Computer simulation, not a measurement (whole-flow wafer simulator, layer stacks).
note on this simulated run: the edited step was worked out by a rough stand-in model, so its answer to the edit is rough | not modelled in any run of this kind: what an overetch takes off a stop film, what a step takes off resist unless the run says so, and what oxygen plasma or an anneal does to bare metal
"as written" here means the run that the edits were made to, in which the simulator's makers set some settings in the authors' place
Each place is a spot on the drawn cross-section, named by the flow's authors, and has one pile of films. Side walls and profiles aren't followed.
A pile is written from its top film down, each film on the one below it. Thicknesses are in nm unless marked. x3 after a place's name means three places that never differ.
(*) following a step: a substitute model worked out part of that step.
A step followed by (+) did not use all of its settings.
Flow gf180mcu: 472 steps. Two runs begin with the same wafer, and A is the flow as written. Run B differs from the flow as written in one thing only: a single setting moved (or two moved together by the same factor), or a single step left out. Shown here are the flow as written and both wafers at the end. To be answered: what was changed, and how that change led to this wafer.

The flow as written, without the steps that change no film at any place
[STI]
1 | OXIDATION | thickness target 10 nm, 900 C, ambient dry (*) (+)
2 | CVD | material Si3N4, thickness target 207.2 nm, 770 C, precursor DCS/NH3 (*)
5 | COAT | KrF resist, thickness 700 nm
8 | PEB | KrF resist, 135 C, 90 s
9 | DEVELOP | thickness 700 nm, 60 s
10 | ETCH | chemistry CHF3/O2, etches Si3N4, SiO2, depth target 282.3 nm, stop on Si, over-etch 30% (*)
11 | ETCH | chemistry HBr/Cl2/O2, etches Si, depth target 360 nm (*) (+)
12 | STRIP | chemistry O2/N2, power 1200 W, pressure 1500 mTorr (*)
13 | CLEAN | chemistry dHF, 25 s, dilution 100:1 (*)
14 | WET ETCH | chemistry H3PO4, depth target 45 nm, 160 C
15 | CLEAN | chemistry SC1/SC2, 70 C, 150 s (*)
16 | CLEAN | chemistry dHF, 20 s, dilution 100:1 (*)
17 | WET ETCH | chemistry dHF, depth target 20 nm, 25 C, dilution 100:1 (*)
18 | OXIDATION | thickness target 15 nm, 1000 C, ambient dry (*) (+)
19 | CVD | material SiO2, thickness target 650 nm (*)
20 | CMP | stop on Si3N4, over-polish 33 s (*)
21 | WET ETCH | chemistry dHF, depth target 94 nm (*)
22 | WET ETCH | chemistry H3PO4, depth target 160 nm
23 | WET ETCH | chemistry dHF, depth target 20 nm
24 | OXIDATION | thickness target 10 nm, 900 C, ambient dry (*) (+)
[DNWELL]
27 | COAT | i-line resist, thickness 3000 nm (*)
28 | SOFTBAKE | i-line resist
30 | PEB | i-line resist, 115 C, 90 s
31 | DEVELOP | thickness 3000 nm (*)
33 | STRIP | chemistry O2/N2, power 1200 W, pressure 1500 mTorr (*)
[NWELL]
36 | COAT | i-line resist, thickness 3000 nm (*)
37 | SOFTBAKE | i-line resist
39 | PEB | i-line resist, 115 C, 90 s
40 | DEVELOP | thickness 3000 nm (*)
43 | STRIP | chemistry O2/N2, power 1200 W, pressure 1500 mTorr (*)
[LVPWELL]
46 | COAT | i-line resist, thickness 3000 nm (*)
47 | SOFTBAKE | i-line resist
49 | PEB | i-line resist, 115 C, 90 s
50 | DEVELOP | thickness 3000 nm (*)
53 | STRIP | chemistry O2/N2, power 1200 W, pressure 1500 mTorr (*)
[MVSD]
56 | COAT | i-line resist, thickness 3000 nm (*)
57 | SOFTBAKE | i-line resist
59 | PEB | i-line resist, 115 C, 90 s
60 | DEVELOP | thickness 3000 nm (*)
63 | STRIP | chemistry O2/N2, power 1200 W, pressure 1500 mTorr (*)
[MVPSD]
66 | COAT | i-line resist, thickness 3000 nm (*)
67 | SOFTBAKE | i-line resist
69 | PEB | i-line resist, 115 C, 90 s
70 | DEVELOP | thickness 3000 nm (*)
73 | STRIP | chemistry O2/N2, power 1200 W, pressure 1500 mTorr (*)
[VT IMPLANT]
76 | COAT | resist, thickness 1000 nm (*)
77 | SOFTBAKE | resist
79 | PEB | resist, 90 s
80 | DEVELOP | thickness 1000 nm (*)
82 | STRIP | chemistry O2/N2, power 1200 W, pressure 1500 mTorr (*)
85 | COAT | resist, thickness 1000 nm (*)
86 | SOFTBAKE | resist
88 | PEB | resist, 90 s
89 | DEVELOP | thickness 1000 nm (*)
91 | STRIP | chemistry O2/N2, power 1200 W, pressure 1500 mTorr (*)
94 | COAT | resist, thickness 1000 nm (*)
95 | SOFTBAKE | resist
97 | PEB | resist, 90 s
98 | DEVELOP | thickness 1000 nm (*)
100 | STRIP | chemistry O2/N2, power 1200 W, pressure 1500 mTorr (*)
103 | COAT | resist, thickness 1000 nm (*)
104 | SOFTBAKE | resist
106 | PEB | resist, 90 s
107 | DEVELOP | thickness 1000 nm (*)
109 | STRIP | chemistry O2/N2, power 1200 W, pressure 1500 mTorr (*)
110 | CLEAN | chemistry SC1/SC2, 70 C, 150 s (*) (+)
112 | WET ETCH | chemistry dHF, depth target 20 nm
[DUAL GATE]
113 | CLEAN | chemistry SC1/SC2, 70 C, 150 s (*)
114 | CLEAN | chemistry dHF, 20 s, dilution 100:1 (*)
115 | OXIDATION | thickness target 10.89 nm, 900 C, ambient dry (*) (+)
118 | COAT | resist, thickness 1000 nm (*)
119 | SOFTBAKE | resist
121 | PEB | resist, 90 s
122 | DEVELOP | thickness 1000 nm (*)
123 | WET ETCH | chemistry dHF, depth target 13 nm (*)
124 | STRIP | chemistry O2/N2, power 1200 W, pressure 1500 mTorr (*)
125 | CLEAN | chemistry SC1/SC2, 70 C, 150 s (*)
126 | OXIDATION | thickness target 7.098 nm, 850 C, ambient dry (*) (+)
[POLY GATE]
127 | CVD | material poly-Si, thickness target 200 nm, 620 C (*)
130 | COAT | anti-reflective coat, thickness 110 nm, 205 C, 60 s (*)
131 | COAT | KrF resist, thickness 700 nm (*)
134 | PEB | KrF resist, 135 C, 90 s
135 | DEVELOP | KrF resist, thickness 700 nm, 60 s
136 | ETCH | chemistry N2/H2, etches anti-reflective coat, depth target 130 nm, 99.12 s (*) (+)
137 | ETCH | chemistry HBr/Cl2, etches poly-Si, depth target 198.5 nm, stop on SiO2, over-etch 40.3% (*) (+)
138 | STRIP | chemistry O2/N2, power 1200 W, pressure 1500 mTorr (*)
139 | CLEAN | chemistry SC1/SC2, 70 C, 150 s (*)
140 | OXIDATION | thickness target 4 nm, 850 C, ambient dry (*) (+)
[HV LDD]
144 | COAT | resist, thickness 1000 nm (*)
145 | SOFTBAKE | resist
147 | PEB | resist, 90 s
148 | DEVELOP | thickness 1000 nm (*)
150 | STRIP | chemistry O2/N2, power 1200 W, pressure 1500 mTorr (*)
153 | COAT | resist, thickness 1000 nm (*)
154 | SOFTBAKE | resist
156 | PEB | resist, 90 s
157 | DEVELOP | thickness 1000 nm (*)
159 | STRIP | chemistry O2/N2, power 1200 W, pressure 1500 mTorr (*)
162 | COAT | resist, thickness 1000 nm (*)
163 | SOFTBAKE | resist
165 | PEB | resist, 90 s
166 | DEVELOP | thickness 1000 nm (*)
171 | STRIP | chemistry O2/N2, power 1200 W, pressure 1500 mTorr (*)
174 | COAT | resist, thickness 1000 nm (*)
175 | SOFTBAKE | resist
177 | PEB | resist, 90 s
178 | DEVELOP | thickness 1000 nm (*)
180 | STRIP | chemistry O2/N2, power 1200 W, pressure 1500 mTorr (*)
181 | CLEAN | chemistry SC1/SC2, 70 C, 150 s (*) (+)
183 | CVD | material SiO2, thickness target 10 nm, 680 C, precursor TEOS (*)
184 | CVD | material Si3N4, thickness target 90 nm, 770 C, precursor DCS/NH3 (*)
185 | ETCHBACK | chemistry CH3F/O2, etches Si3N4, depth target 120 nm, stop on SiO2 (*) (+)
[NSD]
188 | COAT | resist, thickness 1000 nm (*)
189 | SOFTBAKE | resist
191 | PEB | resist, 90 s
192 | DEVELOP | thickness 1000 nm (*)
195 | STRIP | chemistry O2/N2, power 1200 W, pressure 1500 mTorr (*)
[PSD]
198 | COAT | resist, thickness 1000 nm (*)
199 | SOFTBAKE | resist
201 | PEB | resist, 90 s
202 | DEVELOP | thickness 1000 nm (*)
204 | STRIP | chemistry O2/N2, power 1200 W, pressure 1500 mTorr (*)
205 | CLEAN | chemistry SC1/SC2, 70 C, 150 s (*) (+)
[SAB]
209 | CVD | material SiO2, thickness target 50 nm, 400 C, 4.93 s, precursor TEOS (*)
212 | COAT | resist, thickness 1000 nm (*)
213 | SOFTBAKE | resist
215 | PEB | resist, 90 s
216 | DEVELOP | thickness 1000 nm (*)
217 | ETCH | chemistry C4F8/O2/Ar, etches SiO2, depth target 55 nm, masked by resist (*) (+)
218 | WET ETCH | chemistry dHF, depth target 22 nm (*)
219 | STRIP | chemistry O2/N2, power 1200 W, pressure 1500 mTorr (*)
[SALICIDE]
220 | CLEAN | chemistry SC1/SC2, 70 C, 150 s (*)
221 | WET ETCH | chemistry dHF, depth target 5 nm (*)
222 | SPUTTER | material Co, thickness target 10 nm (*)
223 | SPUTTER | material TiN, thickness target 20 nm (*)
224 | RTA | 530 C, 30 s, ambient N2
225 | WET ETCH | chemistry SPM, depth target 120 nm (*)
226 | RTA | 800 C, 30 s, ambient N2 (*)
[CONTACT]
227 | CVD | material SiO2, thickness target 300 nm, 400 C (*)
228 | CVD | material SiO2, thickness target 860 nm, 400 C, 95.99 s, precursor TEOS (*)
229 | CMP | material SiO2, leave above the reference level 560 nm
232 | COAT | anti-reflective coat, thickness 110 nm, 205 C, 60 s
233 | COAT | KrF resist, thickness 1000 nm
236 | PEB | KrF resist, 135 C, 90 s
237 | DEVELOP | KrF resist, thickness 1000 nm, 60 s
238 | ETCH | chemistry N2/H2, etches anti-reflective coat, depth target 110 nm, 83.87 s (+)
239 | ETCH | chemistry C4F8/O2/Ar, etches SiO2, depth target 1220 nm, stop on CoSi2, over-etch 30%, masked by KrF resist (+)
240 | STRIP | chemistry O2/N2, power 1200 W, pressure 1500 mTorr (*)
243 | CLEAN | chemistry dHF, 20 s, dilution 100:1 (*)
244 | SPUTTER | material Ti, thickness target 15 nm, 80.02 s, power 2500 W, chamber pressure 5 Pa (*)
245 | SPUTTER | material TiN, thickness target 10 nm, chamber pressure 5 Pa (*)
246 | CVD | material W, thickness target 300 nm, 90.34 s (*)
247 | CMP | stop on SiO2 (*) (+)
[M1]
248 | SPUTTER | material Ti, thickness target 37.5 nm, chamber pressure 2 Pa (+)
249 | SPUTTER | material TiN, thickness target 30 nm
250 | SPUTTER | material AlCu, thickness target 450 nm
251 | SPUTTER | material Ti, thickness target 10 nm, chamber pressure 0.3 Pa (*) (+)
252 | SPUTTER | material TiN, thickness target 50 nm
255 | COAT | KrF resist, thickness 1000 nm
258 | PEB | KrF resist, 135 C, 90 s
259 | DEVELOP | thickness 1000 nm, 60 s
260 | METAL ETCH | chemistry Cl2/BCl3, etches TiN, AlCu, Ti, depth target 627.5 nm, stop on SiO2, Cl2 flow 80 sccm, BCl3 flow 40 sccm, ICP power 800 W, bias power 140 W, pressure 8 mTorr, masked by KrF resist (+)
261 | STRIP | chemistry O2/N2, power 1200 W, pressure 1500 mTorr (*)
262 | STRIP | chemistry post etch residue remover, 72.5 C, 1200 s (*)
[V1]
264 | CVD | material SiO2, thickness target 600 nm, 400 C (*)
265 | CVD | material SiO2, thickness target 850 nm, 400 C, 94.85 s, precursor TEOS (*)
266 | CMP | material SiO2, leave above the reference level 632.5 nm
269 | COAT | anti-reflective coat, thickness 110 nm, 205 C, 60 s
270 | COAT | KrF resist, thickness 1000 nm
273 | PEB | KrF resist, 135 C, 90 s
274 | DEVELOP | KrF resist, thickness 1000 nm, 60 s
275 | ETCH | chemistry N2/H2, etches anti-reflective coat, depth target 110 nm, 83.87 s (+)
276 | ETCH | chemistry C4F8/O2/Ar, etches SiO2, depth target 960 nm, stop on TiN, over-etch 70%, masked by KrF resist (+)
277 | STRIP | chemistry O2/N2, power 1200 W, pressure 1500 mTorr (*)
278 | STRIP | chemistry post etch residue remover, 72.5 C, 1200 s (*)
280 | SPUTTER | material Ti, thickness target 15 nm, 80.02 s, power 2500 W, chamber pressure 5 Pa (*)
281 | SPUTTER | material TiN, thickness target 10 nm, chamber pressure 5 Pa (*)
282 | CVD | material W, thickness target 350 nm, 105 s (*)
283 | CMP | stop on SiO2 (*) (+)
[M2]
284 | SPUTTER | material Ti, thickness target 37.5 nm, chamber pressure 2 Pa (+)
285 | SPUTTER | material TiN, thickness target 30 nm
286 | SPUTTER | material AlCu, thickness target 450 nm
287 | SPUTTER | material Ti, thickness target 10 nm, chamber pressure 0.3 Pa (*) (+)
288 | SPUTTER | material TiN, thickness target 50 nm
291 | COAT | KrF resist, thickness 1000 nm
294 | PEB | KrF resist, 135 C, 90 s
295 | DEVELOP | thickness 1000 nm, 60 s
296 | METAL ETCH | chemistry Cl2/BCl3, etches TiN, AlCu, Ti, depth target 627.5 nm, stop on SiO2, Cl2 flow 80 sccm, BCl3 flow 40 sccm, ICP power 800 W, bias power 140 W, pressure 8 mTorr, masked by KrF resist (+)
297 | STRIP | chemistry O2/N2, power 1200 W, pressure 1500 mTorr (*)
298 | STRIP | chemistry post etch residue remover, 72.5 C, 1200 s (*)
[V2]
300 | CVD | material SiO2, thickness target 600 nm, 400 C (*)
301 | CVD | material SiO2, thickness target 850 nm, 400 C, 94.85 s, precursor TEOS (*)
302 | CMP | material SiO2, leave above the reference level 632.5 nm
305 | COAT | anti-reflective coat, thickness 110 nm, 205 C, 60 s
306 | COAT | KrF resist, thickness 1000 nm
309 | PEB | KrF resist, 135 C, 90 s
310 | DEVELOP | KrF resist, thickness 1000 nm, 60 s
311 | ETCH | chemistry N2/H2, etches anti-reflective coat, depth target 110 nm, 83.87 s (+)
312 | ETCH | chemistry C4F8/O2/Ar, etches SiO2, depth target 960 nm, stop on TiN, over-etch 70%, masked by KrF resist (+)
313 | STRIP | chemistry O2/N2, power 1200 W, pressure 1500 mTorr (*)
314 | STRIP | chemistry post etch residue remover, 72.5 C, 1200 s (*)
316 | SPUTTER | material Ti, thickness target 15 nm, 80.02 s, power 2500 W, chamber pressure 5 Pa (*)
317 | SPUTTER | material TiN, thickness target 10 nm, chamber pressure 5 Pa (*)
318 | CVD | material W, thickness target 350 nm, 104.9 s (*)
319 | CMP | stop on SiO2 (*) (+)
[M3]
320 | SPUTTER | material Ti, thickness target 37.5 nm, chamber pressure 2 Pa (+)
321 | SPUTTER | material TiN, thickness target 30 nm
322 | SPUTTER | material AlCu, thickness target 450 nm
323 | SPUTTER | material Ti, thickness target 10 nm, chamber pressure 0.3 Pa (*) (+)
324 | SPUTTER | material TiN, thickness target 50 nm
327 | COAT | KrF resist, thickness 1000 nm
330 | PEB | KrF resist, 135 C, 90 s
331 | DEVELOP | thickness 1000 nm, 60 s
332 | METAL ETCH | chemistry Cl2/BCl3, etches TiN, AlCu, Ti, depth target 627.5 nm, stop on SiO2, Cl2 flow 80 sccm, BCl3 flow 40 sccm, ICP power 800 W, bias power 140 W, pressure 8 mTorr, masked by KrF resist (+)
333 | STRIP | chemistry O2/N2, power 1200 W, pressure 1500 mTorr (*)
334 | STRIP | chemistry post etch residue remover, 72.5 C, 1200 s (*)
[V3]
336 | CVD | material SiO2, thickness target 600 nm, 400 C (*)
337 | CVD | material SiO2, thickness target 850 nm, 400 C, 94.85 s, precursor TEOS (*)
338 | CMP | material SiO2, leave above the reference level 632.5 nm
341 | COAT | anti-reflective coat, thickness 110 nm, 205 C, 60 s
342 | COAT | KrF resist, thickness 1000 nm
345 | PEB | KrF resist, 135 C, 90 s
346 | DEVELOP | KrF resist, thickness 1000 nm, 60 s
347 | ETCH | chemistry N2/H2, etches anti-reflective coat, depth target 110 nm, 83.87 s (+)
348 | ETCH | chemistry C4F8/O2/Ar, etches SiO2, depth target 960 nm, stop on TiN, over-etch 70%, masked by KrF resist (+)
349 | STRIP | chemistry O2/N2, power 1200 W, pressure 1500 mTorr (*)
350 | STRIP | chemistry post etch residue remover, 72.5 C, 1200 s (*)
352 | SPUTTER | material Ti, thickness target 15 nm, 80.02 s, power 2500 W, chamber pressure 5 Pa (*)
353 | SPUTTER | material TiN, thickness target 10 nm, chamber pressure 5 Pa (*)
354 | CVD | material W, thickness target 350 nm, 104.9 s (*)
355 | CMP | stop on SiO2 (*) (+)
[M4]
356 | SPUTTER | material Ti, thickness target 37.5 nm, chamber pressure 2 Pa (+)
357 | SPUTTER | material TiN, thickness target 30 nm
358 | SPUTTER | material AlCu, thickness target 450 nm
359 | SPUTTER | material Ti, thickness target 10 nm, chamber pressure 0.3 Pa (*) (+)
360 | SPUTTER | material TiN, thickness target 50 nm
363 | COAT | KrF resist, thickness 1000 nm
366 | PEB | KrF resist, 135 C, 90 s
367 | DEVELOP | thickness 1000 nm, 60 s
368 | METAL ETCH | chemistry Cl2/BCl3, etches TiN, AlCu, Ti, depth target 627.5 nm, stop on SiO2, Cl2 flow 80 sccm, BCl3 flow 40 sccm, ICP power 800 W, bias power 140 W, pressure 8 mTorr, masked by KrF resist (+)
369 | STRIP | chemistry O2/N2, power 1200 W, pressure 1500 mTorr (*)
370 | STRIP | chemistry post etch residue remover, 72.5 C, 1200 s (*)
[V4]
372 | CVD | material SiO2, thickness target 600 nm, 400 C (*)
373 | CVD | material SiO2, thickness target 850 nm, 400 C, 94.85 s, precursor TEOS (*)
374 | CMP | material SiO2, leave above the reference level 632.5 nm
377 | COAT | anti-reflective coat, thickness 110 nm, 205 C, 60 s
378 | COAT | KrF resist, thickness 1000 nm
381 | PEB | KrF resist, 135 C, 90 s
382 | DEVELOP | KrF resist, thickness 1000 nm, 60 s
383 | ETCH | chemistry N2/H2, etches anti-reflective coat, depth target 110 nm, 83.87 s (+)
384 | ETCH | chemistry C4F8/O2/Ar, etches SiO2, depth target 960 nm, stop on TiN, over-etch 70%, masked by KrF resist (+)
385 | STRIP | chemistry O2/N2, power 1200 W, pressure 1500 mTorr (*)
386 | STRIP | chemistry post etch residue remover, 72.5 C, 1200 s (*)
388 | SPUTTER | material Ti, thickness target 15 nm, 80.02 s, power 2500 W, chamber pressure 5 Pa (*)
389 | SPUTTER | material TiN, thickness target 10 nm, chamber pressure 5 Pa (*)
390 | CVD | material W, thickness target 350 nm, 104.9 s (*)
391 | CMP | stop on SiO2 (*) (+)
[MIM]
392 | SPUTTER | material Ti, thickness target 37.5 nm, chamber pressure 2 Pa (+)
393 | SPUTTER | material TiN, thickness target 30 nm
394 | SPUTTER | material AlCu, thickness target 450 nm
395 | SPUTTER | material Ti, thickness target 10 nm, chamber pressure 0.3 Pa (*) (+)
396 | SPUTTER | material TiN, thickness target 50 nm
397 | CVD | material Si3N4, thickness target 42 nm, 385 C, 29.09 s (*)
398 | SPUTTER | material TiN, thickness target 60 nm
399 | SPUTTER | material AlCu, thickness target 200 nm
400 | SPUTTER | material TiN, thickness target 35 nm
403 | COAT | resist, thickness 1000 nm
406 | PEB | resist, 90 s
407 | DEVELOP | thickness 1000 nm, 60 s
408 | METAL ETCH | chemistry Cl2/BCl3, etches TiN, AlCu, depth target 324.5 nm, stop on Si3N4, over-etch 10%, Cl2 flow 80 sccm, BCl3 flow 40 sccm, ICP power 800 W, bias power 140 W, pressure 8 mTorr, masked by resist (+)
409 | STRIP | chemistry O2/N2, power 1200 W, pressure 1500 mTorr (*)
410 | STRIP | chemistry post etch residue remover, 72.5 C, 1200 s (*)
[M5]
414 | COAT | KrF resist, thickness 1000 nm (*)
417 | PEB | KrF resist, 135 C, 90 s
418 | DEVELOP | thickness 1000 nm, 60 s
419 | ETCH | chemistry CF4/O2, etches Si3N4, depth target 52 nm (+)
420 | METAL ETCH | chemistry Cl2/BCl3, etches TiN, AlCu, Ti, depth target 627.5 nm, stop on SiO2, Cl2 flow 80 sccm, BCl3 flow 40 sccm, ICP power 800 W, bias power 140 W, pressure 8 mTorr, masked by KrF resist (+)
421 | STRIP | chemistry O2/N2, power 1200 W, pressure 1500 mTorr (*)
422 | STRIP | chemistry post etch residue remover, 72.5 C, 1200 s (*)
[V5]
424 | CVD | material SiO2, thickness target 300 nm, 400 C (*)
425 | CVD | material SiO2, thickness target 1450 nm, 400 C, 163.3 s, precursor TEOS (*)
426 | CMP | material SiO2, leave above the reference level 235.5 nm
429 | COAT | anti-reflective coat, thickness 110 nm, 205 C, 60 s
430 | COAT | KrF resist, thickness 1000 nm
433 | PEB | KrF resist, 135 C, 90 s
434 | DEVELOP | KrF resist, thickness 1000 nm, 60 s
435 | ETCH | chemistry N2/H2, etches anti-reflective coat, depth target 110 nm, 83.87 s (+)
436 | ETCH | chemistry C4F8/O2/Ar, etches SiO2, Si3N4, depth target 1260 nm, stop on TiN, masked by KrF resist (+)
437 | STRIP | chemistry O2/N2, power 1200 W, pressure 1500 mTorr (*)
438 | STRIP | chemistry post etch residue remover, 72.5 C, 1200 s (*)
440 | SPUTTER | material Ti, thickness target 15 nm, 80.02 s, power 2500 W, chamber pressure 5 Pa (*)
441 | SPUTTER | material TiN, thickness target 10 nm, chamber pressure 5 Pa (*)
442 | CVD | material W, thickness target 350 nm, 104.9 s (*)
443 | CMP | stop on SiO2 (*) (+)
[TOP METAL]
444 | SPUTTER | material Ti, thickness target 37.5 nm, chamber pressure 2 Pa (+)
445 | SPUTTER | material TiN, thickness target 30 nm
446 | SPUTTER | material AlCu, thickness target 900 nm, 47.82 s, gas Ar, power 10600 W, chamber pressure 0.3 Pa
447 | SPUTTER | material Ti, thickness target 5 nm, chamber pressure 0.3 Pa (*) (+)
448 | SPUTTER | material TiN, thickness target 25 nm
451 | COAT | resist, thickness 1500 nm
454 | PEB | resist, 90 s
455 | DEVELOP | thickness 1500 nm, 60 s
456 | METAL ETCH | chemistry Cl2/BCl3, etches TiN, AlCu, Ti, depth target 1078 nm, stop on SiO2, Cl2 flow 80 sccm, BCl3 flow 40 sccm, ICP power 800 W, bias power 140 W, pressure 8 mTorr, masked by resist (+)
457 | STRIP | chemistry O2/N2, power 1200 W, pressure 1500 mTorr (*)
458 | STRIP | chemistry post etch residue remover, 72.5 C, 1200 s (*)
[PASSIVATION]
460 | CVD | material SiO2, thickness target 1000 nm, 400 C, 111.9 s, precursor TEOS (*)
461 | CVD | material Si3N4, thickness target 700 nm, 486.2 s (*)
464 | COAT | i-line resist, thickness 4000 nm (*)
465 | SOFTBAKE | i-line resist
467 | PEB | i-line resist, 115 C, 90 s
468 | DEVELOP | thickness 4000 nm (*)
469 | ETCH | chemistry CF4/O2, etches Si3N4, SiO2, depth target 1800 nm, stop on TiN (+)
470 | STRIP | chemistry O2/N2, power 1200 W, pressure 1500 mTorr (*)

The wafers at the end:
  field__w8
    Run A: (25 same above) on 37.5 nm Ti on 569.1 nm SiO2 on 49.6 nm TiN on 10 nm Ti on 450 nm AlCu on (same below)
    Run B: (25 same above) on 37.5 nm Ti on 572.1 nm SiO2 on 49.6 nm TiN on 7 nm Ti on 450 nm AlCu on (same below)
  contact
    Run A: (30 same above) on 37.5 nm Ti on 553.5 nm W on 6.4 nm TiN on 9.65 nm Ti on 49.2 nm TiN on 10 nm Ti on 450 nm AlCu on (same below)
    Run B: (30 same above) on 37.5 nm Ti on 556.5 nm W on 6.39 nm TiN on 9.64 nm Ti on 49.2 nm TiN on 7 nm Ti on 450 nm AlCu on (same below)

What caused this: step 287, SPUTTER: thickness target 7 nm was run, while the flow as written has thickness target 10 nm.
The wafer lets one read it off: field__w8 has Ti 7, and step 287 as written asks for 10 nm.

How this came from the change, step by step:
  287 | SPUTTER | material Ti, thickness target 10 nm, chamber pressure 0.3 Pa (*) (+)
      field, field__w1, field__w2 and 108 more: A Ti gains 10 (new film) | B Ti gains 7 (new film)
  296 | METAL ETCH | chemistry Cl2/BCl3, etches TiN, AlCu, Ti, depth target 627.5 nm, stop on SiO2, Cl2 flow 80 sccm, BCl3 flow 40 sccm, ICP power 800 W, bias power 140 W, pressure 8 mTorr, masked by KrF resist (+)
      field, field__w1, field__w2 and 103 more: A TiN loses 50 (all of it), Ti loses 10 (all of it), AlCu loses 450 (all of it), TiN loses 30 (all of it), Ti loses 37.5 (all of it) | B TiN loses 50 (all of it), Ti loses 7 (all of it), AlCu loses 450 (all of it), TiN loses 30 (all of it), Ti loses 37.5 (all of it)
